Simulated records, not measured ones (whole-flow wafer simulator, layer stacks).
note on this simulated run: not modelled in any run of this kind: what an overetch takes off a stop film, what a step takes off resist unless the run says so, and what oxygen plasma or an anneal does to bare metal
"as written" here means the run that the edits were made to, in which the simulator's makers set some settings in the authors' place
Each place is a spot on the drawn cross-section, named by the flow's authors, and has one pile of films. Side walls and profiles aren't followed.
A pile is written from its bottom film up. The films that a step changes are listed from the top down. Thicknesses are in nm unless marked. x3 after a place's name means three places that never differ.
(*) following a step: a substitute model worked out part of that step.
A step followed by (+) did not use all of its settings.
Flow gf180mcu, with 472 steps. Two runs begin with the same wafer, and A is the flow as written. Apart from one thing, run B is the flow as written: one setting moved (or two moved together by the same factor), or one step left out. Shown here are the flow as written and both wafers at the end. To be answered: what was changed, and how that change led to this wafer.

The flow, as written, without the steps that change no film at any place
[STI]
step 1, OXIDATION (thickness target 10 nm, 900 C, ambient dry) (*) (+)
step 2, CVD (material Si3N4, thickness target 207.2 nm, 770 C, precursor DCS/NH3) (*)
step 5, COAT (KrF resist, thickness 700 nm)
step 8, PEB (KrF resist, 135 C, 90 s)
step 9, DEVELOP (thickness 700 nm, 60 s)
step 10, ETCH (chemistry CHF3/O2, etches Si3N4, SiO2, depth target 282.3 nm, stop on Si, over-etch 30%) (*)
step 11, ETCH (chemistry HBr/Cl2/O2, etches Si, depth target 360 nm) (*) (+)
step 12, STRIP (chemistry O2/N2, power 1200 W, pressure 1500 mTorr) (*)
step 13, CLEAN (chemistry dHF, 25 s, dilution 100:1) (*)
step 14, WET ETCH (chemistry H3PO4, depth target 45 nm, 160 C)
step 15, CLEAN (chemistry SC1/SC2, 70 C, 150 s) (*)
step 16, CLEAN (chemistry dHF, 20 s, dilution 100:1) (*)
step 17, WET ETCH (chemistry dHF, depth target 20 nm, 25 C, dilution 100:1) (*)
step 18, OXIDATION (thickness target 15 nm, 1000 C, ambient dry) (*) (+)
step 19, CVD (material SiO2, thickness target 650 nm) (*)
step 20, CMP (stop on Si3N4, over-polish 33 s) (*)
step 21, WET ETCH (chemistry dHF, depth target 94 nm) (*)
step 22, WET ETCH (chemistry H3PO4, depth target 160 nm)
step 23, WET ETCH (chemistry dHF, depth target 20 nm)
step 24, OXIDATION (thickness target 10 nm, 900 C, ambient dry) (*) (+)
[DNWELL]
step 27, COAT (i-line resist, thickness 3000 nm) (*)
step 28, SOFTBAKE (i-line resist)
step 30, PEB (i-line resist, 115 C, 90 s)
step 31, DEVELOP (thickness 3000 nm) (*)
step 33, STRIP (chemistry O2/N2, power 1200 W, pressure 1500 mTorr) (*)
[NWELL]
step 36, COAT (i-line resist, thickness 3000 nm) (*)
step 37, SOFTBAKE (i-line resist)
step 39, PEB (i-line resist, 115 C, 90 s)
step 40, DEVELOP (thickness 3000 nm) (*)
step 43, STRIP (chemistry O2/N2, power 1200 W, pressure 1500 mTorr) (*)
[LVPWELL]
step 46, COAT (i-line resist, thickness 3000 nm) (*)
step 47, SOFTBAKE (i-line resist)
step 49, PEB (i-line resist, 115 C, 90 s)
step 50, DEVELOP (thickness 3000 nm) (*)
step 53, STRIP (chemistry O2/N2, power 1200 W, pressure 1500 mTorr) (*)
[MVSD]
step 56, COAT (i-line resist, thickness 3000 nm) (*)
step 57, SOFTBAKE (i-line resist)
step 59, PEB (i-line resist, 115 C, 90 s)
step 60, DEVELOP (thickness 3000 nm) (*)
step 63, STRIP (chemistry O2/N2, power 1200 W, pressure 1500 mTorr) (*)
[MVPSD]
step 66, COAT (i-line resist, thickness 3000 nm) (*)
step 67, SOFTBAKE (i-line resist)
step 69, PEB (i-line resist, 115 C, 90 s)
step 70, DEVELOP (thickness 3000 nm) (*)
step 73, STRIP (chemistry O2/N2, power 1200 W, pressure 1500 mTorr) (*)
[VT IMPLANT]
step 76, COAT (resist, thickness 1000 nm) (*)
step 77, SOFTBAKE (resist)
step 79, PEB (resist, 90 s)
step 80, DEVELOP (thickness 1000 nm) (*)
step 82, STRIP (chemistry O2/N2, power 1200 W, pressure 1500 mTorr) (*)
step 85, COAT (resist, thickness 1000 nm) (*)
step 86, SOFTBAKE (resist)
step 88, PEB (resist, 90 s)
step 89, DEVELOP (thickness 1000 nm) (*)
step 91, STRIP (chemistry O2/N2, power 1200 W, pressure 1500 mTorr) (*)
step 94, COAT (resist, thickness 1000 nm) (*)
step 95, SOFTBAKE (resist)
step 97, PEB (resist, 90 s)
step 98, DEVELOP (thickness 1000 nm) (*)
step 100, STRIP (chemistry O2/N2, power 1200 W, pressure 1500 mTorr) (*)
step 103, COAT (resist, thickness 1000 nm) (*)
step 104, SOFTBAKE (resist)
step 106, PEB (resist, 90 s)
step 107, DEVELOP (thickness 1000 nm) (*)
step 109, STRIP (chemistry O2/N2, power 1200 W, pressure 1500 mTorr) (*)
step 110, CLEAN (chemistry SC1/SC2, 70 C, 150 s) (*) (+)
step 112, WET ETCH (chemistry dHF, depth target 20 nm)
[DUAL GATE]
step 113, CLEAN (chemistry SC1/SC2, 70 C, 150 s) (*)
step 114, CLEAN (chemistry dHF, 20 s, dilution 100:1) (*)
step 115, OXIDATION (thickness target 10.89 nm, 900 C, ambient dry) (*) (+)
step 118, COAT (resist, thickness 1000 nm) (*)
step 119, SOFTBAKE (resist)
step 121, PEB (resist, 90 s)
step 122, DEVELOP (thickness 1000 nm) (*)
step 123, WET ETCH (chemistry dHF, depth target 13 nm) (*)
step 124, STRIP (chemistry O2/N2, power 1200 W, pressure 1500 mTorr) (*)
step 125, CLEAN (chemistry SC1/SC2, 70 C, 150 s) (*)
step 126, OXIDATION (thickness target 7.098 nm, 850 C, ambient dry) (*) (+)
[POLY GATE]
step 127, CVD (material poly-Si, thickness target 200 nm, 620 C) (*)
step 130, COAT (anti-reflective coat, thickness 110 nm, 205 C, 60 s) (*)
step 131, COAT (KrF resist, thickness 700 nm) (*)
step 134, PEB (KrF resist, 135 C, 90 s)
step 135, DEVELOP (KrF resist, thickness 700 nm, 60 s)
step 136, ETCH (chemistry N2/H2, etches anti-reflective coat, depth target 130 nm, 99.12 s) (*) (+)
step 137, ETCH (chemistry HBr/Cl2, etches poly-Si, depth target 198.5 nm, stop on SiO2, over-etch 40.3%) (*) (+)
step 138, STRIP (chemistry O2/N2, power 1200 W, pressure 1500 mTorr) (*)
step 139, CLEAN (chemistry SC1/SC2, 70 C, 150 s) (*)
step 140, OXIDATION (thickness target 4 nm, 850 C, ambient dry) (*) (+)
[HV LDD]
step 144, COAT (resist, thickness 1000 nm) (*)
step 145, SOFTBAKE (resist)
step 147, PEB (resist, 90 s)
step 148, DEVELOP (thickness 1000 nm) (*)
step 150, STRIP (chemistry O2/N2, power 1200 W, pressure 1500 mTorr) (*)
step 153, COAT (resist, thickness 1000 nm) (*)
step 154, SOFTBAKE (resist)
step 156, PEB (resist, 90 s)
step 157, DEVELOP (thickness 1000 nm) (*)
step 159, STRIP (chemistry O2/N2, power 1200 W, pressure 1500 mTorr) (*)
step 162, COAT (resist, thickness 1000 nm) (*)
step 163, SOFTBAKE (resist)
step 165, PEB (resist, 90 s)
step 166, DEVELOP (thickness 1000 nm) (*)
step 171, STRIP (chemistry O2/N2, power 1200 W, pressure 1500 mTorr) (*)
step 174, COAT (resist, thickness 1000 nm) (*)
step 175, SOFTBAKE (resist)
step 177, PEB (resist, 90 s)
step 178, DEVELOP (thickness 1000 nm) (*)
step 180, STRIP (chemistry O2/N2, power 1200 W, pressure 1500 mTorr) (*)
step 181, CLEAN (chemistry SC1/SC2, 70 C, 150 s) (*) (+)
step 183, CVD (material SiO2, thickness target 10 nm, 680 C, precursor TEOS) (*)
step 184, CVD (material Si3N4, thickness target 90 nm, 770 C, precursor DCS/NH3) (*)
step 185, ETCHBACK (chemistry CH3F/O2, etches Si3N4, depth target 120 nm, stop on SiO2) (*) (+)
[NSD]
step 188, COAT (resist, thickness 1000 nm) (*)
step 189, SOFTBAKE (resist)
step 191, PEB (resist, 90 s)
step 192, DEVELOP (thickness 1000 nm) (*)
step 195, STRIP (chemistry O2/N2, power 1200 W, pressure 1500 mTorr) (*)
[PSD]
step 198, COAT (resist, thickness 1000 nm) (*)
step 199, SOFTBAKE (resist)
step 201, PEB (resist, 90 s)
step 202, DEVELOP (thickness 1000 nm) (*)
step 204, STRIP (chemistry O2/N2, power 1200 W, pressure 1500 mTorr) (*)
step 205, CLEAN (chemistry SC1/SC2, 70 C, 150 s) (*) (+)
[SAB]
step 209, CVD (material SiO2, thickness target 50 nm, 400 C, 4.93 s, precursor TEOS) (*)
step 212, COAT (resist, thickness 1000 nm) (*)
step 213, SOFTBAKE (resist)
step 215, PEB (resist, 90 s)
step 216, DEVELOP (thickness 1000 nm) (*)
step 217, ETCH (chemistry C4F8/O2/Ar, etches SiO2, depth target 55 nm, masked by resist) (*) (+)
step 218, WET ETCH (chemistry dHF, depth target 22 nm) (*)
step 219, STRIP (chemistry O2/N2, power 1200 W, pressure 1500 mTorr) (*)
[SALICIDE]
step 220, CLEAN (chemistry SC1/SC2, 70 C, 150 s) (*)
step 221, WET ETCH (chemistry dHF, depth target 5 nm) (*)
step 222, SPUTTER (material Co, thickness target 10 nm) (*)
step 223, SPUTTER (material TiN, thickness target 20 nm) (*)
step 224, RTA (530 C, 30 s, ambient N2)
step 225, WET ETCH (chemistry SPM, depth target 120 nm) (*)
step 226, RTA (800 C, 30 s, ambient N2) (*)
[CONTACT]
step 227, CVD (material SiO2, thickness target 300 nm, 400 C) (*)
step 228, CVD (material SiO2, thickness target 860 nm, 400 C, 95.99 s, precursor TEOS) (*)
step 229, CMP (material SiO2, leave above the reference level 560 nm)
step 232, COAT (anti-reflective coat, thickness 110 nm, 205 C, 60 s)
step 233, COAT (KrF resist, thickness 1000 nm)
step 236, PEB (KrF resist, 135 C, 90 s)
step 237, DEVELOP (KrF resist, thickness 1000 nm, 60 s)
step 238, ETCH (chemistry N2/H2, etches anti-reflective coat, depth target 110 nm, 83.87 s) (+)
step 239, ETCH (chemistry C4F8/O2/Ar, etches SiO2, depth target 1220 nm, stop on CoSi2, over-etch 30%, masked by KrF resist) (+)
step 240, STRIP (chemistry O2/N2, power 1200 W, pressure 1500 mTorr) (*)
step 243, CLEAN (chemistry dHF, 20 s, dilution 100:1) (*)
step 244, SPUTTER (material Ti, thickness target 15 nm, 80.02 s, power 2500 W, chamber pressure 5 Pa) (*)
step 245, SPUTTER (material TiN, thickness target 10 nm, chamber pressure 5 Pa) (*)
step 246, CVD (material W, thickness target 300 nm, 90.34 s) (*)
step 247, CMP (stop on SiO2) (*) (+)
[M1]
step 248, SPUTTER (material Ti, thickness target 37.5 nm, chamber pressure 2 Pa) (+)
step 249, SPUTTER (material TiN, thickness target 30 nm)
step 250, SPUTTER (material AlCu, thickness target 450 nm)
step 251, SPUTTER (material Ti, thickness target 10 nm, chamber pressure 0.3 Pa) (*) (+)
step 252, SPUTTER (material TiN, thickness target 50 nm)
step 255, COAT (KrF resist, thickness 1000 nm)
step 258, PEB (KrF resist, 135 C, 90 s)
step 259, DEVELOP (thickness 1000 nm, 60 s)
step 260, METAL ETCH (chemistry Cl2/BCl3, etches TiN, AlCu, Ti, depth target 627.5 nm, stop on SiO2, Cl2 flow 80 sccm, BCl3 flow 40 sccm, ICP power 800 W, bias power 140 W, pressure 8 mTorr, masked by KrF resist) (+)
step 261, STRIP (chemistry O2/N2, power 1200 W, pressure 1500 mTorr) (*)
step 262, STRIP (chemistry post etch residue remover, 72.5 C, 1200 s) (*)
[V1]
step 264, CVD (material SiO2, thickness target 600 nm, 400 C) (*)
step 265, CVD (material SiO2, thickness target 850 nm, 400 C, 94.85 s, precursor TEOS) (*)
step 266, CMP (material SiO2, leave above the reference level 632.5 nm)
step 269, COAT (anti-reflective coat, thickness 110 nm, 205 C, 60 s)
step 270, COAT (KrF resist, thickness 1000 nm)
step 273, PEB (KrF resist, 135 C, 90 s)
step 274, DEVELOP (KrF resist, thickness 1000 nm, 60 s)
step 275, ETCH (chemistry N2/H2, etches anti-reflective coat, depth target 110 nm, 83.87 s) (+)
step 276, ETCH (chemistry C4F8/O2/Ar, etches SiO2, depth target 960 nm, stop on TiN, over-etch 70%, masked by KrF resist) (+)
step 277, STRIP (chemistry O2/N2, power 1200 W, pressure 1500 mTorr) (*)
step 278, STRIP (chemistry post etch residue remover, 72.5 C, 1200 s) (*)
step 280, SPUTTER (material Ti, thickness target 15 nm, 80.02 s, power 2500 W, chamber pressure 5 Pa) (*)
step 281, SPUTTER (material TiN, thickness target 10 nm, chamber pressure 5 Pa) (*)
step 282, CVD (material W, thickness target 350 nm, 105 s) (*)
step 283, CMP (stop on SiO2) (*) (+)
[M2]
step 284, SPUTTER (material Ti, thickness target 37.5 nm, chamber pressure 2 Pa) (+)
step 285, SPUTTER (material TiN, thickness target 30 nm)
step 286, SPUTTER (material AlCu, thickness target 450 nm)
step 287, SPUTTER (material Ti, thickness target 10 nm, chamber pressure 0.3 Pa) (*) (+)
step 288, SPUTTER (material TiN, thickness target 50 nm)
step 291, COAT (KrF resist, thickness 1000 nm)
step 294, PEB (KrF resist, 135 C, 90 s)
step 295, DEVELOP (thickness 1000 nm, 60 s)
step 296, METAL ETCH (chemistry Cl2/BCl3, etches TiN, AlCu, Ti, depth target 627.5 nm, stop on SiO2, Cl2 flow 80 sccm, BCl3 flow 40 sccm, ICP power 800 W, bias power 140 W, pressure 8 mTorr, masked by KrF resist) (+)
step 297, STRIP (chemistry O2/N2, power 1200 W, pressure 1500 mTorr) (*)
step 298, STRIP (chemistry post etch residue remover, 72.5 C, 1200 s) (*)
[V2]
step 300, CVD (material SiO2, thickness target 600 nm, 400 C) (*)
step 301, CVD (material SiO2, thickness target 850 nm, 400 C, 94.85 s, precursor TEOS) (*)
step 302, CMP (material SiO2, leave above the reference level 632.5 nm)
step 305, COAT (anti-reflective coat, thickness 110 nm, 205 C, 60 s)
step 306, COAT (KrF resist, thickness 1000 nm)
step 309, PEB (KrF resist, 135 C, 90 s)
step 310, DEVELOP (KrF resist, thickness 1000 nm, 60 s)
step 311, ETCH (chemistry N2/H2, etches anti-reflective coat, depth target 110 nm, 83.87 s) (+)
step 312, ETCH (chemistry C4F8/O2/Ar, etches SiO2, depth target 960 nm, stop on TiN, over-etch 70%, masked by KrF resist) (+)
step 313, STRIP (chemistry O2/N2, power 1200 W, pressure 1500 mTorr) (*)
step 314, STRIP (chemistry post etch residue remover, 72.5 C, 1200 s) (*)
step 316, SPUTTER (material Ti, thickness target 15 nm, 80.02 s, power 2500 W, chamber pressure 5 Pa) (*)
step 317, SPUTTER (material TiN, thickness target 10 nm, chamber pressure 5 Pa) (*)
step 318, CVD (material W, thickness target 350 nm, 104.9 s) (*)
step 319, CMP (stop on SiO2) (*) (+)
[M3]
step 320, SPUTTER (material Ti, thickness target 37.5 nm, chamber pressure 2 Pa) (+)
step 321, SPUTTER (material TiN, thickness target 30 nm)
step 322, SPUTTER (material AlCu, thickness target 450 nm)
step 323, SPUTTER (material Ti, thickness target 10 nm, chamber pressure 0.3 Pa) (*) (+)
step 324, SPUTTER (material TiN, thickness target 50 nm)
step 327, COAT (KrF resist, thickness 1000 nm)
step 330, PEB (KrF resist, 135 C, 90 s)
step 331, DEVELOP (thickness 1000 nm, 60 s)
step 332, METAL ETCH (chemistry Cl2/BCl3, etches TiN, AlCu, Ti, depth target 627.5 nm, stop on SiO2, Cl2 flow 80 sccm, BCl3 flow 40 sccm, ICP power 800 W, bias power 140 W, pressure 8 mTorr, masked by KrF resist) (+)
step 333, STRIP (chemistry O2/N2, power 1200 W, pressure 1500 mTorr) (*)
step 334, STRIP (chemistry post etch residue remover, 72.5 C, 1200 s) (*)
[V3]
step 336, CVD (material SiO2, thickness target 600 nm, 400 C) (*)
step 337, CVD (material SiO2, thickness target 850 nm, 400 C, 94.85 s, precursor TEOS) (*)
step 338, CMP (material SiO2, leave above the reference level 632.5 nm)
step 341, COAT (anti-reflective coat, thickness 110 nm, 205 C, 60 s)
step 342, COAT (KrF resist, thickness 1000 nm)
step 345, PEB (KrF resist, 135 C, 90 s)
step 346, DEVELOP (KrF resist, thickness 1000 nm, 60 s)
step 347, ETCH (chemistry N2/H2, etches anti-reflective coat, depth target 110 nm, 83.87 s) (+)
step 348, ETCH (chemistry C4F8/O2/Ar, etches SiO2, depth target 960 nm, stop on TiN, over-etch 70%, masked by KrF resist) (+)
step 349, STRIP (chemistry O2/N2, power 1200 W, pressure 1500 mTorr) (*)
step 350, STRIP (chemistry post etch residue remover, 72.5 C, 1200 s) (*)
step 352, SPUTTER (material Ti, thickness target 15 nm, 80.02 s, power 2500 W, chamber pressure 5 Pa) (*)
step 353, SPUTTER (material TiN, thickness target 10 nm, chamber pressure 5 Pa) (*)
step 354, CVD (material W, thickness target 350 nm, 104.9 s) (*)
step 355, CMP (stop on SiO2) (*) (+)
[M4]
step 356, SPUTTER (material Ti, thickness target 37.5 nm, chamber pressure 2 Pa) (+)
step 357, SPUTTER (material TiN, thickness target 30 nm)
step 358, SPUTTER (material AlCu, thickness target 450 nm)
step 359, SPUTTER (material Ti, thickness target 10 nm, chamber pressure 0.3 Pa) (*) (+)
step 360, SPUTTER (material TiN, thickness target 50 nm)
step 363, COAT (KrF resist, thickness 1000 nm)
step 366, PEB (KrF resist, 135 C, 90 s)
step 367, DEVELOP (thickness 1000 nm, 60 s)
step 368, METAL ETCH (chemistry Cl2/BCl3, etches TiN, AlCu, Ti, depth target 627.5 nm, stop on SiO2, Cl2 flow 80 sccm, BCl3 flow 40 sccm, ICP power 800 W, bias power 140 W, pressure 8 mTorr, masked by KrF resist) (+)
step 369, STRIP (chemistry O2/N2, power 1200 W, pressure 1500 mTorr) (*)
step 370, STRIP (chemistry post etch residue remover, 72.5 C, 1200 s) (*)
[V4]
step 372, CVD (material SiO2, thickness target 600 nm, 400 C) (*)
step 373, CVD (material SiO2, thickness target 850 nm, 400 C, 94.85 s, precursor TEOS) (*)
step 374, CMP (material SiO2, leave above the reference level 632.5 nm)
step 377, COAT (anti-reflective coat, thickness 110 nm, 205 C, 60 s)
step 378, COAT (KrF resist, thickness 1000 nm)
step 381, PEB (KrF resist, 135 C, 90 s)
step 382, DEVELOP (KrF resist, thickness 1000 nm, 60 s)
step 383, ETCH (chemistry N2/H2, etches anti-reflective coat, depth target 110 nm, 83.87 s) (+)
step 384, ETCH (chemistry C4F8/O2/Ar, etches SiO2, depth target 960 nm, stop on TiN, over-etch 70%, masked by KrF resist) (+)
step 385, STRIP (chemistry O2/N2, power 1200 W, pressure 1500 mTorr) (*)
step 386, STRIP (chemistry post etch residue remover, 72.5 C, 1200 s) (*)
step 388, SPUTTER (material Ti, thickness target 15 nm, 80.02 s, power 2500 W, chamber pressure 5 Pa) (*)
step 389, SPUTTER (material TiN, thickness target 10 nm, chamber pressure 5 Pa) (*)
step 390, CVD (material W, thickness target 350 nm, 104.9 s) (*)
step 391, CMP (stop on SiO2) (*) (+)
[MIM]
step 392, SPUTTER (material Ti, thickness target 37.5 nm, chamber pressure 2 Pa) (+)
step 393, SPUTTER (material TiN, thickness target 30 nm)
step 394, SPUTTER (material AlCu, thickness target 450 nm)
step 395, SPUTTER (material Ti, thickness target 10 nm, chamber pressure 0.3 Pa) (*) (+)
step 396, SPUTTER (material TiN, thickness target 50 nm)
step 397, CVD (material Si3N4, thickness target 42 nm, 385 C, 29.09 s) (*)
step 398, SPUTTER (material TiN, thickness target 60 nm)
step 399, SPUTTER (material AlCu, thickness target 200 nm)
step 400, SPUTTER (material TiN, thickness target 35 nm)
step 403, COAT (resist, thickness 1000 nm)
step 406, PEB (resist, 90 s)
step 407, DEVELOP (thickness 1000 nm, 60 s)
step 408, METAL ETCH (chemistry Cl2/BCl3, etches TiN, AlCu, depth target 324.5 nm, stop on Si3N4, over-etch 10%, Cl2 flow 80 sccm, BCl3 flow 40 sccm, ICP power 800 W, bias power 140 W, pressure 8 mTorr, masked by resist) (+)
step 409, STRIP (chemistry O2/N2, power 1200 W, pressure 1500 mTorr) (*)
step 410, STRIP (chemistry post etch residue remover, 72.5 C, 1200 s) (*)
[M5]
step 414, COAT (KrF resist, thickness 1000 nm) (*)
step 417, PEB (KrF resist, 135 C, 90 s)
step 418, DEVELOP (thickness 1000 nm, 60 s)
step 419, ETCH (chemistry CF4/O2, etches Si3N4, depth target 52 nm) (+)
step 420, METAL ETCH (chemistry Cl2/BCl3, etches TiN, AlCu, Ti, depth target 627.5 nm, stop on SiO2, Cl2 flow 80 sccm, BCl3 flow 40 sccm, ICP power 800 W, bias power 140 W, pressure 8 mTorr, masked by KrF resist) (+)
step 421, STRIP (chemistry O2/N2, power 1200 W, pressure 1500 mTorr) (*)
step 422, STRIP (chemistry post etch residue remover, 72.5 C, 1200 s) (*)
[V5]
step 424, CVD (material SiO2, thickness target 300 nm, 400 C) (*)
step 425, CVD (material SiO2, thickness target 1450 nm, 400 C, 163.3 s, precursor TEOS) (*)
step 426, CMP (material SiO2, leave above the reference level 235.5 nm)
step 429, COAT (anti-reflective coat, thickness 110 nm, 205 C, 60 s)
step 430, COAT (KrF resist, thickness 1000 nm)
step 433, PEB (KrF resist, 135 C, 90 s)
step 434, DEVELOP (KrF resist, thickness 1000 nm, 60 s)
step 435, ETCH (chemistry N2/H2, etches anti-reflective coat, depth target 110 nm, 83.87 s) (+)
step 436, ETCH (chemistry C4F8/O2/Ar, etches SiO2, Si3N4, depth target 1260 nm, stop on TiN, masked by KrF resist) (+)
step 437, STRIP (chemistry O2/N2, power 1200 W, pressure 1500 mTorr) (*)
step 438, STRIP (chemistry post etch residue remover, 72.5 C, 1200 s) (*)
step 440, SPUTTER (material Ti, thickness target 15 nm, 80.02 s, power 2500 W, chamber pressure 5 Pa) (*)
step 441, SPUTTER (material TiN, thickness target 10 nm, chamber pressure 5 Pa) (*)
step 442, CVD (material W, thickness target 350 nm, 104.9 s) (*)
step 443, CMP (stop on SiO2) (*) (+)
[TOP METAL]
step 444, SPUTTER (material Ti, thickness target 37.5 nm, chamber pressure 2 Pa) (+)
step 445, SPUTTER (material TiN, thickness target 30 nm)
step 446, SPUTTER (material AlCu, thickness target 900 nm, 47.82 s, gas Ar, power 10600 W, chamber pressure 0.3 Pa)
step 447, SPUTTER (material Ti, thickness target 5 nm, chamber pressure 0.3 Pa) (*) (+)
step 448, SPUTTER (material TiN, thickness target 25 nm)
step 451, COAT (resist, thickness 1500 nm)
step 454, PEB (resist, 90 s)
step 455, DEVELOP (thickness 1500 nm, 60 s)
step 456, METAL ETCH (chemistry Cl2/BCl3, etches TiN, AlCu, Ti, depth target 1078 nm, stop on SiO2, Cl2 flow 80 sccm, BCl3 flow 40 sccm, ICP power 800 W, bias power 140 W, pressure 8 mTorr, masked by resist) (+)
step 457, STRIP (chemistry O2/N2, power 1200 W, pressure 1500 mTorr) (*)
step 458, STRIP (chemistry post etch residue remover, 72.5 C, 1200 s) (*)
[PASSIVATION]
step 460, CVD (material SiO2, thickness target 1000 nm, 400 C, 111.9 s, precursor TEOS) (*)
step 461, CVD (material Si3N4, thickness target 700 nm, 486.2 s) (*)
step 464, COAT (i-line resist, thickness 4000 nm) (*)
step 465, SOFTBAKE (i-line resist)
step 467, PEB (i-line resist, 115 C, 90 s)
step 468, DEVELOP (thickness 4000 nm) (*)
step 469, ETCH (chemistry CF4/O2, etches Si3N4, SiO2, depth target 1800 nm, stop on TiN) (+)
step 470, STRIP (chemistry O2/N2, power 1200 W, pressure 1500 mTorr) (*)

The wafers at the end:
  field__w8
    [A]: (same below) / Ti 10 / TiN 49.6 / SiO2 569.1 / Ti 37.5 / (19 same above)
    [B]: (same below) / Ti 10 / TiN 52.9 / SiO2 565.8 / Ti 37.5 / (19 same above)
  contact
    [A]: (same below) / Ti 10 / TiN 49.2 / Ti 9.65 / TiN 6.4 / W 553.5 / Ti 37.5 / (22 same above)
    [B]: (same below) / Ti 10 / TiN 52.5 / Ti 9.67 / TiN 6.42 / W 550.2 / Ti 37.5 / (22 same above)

The reason: step 324, SPUTTER: thickness target 53.3 nm was run, though the flow has thickness target 50 nm.

Step by step, how the change led to this:
  step 324, SPUTTER (material TiN, thickness target 50 nm)
      field, field__w1, field__w2 and 108 more: A TiN gains 50 (new film) | B TiN gains 53.3 (new film)
  step 332, METAL ETCH (chemistry Cl2/BCl3, etches TiN, AlCu, Ti, depth target 627.5 nm, stop on SiO2, Cl2 flow 80 sccm, BCl3 flow 40 sccm, ICP power 800 W, bias power 140 W, pressure 8 mTorr, masked by KrF resist) (+)
      field, field__w1, field__w2 and 103 more: A TiN loses 50 (all of it), Ti loses 10 (all of it), AlCu loses 450 (all of it), TiN loses 30 (all of it), Ti loses 37.5 (all of it) | B TiN loses 53.3 (all of it), Ti loses 10 (all of it), AlCu loses 450 (all of it), TiN loses 30 (all of it), Ti loses 37.5 (all of it)
